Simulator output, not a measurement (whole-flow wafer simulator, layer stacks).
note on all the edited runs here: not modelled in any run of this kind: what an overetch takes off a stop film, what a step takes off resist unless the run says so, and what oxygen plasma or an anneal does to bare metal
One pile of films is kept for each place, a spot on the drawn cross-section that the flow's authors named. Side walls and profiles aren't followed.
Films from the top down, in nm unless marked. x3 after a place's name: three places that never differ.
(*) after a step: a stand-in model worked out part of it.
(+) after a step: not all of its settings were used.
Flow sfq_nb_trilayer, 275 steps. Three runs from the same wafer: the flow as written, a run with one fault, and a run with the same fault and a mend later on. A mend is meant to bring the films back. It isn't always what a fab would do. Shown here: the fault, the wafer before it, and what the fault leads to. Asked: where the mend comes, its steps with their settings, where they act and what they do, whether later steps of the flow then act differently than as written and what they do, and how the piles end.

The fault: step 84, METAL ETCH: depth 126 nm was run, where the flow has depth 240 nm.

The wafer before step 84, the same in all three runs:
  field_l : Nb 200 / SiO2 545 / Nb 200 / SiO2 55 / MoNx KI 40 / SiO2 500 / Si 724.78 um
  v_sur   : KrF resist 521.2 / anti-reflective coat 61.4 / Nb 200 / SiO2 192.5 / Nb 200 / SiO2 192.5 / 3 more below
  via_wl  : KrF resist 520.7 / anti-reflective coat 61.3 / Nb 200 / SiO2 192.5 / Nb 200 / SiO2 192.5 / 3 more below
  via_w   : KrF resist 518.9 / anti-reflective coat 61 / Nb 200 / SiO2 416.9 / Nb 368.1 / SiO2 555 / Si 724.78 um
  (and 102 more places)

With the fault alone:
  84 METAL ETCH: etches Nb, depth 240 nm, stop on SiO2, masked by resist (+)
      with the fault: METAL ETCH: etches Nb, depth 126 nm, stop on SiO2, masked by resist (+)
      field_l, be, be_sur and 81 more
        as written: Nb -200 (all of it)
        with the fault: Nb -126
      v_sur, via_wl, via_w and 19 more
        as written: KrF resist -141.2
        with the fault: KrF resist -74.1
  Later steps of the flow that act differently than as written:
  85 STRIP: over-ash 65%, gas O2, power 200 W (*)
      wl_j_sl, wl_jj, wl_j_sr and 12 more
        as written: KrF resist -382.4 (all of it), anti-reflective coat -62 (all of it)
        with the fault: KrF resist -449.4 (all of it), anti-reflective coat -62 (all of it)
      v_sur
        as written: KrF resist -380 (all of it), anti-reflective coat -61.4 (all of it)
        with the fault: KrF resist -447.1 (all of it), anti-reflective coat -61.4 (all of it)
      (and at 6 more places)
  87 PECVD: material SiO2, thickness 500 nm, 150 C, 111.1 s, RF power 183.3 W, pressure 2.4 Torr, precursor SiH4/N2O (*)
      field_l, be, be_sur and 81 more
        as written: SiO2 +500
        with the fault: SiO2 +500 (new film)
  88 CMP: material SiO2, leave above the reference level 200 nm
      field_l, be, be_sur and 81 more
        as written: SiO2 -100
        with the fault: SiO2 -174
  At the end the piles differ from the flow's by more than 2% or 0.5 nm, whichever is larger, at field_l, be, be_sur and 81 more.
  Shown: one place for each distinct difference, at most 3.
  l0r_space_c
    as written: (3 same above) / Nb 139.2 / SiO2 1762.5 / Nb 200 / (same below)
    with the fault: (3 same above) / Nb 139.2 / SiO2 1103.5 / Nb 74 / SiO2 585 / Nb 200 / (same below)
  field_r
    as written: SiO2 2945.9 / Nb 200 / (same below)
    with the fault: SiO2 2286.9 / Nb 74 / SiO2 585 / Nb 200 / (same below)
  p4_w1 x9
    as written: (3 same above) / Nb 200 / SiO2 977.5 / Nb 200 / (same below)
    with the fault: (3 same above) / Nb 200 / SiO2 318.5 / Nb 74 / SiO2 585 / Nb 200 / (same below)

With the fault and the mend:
  The mend comes after step 84.
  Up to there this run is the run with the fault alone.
  84a METAL ETCH: etches Nb, depth 114 nm, stop on SiO2, masked by resist (+) (the flow's step 84 once more, with other settings)
      field_l, be, be_sur and 81 more
        Nb -74 (all of it)
      v_sur, via_wl, via_w and 19 more
        KrF resist -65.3
  No later step of the flow acts differently than as written, at any place that is followed, by more than 2% or 0.5 nm, whichever is larger.
  At the end the piles are the same as the flow's at every place that both follow.
